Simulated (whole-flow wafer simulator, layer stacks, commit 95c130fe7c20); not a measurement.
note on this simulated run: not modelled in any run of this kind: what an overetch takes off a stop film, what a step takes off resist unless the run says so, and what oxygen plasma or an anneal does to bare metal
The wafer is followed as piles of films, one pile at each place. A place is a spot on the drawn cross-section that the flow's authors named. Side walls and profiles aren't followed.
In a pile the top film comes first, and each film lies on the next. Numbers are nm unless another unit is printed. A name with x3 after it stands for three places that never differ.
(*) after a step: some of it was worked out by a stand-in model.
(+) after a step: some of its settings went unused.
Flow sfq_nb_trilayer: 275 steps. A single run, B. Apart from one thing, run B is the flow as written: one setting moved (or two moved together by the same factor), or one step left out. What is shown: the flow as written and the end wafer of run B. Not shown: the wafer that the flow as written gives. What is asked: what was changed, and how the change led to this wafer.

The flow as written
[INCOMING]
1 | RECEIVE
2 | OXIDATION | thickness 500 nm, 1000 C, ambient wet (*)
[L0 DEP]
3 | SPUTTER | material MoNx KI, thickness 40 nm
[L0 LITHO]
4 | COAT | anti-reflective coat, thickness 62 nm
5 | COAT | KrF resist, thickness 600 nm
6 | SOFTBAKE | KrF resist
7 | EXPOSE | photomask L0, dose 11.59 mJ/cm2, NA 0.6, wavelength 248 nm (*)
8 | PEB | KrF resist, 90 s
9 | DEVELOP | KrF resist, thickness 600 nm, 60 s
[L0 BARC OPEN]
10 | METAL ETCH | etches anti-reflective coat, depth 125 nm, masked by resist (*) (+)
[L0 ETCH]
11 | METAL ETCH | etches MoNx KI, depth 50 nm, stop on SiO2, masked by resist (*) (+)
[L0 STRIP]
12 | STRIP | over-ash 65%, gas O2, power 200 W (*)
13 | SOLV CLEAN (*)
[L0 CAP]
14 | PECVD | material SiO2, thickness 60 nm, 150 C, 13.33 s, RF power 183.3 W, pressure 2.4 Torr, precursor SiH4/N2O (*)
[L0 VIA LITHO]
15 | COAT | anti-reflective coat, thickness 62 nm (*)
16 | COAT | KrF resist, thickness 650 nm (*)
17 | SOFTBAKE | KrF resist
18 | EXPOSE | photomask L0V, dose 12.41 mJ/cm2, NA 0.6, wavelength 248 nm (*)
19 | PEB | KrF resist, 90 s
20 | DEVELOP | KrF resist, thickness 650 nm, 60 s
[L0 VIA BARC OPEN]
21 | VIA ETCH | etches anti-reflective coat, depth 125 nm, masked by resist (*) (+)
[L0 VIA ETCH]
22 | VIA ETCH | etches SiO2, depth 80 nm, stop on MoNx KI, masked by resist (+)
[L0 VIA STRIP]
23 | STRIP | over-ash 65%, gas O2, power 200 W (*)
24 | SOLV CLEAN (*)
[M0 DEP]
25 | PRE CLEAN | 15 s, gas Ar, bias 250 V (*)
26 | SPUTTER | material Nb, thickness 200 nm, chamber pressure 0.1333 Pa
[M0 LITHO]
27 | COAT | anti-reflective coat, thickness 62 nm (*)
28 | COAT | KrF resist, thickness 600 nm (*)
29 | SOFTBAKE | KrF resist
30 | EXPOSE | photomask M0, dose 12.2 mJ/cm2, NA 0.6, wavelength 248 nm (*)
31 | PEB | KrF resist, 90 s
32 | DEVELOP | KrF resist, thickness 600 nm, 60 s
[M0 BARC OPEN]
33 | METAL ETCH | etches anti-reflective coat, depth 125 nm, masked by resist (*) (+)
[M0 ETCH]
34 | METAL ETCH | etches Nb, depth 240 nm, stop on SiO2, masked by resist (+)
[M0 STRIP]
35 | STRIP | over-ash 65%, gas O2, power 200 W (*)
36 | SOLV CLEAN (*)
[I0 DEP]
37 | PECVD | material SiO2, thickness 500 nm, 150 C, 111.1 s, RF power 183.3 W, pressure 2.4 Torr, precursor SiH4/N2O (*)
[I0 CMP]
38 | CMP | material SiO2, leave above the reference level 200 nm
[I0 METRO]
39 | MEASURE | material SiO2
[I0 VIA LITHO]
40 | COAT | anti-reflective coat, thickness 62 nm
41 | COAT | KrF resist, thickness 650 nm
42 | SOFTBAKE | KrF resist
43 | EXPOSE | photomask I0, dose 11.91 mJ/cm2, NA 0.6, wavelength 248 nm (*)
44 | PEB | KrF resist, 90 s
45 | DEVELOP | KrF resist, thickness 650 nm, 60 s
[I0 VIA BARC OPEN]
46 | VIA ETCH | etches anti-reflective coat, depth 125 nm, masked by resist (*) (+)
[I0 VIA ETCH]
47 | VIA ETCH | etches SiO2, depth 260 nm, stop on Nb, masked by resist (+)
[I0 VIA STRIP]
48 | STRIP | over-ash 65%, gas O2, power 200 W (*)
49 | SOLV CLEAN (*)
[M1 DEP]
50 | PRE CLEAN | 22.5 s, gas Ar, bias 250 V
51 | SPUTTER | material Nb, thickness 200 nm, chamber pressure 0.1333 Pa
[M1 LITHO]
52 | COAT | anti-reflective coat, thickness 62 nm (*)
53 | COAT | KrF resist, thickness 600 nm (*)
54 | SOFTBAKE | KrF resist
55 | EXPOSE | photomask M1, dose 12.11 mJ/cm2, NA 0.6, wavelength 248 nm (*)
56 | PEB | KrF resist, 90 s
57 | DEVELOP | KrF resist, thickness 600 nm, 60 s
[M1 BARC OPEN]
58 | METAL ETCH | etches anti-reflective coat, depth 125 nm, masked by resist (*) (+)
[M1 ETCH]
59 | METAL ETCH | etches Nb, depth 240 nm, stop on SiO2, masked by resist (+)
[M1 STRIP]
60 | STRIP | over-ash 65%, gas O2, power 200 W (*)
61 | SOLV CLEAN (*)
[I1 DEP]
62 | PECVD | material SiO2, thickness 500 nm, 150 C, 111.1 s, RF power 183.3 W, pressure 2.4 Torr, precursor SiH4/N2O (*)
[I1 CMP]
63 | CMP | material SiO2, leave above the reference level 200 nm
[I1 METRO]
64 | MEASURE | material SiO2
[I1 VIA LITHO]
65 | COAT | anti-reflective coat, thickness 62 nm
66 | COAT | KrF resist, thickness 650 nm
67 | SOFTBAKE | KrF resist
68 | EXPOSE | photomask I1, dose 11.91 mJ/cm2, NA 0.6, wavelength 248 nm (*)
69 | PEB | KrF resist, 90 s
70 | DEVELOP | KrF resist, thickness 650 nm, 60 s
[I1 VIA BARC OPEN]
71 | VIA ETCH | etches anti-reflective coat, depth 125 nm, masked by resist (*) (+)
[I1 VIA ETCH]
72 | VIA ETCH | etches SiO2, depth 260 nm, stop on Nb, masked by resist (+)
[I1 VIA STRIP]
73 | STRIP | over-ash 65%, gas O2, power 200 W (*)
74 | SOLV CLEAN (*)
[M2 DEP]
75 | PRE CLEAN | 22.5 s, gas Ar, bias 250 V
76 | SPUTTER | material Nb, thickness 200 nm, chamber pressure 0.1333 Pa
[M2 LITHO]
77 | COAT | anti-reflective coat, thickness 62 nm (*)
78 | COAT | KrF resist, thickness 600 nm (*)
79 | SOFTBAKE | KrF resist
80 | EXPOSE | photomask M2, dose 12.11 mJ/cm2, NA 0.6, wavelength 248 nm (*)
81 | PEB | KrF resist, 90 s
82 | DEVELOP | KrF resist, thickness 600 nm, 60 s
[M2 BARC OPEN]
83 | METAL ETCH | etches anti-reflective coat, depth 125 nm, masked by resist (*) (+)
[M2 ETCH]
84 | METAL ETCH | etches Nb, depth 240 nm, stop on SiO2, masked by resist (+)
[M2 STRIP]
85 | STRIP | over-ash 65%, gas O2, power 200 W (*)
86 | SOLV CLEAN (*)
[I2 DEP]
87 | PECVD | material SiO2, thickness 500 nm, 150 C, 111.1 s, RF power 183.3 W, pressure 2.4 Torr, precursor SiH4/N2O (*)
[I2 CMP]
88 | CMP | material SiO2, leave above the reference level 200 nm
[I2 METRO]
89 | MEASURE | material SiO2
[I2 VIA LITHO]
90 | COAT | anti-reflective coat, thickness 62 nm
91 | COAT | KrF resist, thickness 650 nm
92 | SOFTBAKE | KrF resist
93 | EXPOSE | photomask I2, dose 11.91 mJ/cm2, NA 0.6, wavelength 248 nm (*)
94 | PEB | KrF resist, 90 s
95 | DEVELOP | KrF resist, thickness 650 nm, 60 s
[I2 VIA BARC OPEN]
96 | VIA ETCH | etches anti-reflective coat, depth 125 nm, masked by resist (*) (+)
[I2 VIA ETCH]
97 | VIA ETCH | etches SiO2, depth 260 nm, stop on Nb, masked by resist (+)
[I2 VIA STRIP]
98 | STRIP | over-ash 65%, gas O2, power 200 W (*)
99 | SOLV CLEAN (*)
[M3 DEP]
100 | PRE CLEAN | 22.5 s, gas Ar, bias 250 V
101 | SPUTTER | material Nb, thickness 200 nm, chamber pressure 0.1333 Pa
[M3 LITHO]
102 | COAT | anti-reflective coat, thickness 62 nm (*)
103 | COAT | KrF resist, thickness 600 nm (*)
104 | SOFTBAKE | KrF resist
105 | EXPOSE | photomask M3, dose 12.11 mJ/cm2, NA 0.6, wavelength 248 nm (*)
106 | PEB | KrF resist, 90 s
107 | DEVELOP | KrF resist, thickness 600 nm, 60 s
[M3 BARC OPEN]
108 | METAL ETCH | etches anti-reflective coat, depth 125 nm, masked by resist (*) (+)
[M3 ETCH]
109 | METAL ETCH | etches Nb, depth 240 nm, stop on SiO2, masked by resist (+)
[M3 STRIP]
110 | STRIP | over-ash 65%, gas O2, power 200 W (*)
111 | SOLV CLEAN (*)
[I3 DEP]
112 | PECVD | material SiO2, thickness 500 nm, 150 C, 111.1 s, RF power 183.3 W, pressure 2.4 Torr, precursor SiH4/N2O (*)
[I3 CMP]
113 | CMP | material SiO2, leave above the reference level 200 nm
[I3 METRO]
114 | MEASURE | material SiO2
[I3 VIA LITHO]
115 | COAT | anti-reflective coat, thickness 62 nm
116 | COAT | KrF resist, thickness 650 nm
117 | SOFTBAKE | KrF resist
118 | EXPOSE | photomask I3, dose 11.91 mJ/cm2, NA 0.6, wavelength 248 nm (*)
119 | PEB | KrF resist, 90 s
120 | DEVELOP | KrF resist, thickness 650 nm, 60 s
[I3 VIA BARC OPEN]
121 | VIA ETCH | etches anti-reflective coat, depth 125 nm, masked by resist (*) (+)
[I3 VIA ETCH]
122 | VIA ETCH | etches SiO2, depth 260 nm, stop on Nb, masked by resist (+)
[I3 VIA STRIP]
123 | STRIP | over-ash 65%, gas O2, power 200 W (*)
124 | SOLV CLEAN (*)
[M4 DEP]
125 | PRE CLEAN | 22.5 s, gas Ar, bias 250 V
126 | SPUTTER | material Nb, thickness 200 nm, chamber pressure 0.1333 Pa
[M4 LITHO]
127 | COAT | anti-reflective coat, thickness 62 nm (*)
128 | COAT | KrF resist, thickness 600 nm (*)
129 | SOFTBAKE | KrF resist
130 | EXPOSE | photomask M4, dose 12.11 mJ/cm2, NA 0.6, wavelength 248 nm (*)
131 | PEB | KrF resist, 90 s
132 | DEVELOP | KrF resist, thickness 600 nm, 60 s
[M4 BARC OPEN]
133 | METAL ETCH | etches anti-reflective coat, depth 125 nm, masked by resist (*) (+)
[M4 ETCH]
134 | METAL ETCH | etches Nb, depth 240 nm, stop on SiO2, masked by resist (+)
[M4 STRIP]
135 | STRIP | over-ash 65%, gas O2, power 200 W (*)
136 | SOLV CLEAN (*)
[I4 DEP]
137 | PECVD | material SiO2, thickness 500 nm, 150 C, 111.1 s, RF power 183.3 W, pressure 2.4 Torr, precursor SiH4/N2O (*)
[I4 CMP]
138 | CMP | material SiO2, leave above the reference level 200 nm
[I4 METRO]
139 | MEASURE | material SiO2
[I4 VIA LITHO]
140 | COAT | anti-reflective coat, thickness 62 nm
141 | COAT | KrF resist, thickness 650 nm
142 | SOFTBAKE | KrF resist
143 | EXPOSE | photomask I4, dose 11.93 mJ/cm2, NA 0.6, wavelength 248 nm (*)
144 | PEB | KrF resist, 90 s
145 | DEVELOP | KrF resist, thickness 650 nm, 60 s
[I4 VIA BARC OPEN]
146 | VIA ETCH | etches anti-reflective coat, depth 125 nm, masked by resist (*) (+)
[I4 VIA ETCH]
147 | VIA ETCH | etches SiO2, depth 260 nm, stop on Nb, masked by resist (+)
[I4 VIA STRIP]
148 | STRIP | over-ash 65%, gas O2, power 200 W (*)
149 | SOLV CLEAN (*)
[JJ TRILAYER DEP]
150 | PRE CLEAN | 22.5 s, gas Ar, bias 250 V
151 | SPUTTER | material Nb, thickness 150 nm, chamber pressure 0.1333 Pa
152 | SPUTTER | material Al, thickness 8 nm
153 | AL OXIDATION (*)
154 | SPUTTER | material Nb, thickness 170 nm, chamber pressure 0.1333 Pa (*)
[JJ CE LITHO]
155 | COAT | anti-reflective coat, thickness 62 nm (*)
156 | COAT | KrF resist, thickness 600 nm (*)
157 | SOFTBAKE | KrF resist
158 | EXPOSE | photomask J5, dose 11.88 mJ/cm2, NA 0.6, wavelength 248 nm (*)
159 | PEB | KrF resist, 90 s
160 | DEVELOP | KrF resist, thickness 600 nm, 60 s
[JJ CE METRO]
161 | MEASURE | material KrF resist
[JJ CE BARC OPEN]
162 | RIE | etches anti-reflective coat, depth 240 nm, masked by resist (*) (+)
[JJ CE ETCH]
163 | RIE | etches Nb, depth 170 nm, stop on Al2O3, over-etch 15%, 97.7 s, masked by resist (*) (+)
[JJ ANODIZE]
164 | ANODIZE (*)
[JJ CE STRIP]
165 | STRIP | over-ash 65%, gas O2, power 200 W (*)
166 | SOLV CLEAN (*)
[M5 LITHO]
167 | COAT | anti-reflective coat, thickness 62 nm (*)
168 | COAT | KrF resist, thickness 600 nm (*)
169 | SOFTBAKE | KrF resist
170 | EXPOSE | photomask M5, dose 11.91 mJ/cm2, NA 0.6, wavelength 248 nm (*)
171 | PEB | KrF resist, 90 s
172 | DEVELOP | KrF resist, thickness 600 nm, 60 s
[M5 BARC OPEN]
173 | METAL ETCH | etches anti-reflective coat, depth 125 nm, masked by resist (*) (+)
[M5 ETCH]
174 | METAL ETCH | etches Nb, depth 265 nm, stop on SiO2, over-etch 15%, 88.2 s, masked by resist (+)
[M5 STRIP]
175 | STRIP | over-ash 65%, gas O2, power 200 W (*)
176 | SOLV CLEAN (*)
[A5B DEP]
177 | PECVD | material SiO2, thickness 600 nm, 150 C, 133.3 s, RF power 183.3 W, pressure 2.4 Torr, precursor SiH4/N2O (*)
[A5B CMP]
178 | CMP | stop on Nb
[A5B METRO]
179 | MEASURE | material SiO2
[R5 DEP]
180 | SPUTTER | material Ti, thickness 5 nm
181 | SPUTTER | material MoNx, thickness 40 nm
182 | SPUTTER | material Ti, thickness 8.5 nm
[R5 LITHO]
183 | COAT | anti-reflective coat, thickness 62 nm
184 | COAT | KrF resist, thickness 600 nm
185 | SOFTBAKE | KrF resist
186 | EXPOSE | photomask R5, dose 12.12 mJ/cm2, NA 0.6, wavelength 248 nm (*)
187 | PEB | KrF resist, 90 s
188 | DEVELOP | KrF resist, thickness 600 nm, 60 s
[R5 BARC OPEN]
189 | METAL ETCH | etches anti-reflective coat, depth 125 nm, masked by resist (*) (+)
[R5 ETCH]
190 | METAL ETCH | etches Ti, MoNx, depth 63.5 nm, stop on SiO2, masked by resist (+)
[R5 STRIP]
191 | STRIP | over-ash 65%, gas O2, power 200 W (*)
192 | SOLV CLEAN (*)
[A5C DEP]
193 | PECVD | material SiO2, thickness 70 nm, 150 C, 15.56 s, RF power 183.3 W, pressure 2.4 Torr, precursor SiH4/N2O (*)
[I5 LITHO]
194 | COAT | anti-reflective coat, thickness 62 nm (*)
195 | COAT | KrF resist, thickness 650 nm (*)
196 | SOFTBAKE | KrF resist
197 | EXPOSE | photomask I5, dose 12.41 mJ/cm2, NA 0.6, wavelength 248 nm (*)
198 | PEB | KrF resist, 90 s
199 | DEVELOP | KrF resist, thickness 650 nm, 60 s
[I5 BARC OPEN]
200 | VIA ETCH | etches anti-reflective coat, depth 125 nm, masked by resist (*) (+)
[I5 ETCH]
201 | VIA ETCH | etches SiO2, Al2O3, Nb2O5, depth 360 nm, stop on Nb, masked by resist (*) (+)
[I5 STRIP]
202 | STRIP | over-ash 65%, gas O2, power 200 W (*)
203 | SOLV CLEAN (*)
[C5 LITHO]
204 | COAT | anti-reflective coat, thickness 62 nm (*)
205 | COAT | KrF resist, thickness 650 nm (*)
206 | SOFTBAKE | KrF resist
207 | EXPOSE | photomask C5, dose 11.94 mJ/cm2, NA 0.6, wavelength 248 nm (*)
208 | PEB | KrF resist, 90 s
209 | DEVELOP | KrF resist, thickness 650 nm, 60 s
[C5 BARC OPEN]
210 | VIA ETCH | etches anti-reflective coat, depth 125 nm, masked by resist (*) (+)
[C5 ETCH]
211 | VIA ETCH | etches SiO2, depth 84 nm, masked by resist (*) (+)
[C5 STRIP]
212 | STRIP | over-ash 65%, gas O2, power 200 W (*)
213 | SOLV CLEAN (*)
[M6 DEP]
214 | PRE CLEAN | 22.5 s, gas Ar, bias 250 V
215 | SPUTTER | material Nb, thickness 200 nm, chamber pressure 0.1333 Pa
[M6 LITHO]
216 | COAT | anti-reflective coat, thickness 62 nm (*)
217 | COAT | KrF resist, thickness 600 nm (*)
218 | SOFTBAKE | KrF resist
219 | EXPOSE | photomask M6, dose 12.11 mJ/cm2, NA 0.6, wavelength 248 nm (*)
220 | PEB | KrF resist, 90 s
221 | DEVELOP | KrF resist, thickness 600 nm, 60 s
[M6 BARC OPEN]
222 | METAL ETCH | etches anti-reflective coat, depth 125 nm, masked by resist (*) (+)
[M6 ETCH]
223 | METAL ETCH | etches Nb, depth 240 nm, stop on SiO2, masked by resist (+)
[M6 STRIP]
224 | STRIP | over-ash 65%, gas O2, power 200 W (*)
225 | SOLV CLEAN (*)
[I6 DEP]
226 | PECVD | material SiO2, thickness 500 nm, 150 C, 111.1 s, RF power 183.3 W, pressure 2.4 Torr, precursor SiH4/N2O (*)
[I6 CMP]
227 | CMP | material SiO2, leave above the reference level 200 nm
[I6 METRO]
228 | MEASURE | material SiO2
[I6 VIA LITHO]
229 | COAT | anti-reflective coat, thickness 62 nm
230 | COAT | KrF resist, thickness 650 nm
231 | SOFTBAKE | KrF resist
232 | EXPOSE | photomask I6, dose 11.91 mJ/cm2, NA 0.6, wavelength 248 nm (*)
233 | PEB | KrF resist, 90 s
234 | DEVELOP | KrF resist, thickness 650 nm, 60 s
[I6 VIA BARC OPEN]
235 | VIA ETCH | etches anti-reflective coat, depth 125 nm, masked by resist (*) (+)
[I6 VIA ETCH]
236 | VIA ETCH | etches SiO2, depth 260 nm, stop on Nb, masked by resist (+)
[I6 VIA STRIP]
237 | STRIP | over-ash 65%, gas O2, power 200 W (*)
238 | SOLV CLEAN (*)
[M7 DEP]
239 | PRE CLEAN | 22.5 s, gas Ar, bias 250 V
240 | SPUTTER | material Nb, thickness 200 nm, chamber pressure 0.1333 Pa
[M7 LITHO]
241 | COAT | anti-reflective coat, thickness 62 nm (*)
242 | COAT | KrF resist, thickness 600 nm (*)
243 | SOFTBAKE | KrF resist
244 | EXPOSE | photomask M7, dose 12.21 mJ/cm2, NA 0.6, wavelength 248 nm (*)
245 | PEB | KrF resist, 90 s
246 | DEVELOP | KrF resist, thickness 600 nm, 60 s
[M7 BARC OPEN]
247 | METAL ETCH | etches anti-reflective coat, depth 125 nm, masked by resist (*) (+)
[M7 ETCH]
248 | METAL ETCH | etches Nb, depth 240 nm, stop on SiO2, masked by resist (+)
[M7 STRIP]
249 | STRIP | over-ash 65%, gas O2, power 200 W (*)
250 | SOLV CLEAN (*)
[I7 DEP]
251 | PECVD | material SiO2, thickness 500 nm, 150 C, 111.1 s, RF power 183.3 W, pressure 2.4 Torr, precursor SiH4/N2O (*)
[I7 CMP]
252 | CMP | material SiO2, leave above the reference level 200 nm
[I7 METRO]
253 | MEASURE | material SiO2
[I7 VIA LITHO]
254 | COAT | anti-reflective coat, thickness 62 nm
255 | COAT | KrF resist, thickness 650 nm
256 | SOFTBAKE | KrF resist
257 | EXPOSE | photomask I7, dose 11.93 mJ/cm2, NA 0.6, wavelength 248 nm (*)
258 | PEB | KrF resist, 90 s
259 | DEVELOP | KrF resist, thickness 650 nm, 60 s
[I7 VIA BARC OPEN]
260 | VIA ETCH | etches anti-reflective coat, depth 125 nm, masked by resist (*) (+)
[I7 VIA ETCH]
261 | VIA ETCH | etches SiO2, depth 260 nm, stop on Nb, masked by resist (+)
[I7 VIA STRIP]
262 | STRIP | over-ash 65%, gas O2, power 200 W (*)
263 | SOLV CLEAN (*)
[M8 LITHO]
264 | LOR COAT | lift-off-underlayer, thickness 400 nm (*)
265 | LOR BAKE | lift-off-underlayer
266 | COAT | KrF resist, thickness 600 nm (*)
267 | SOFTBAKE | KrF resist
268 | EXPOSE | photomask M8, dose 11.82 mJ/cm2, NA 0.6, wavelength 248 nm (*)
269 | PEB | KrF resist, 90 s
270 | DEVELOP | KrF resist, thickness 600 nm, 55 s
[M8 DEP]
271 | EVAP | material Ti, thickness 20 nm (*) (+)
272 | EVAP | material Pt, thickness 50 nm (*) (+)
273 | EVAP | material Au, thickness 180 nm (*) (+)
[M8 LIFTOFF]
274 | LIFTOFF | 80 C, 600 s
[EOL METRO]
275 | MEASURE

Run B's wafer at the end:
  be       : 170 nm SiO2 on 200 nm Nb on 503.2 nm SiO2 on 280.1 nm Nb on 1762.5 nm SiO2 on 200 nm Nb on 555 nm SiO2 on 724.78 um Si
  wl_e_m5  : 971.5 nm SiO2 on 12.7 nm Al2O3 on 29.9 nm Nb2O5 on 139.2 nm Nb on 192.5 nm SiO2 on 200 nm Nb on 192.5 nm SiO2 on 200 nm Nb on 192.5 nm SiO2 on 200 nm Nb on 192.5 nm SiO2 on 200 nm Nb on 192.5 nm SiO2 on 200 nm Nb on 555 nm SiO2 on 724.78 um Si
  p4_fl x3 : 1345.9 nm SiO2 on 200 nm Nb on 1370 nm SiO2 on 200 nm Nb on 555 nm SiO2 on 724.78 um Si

What caused this: step 252, CMP: leave above the reference level 170 nm was run, whereas the flow has leave above the reference level 200 nm.
One can read it off the wafer: be has SiO2 170, and step 252 as written asks for 200 nm.

The path from the change to this, step by step:
  252 | CMP | material SiO2, leave above the reference level 200 nm
      field_l, p4_fl x3, p4_w1 x9 and 46 more: -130 SiO2 (in the flow as written it would be: -100 SiO2)
      v_sur, via_wl, via_w and 37 more: -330 SiO2 (in the flow as written it would be: -300 SiO2)
      (also at 7 further places)
  261 | VIA ETCH | etches SiO2, depth 260 nm, stop on Nb, masked by resist (+)
      field_l, v_sur, via_sp and 100 more: -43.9 KrF resist (in the flow as written it would be: -44.8 KrF resist)
      via_wl, via_w, via_wr: -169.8 SiO2 (all of it) (in the flow as written it would be: -199.8 SiO2 (all of it))
  264 | LOR COAT | lift-off-underlayer, thickness 400 nm (*)
      via_wl, via_wr: +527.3 lift-off-underlayer (new film) (in the flow as written it would be: +549.8 lift-off-underlayer (new film))
      via_w: +516 lift-off-underlayer (new film) (in the flow as written it would be: +536.4 lift-off-underlayer (new film))
  270 | DEVELOP | KrF resist, thickness 600 nm, 55 s
      via_wl: -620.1 KrF resist (all of it), -527.3 lift-off-underlayer (all of it) (in the flow as written it would be: -623.9 KrF resist (all of it), -549.8 lift-off-underlayer (all of it))
      via_w: -629.9 KrF resist (all of it), -516 lift-off-underlayer (all of it) (in the flow as written it would be: -635.4 KrF resist (all of it), -536.4 lift-off-underlayer (all of it))
      (also at 1 further place)
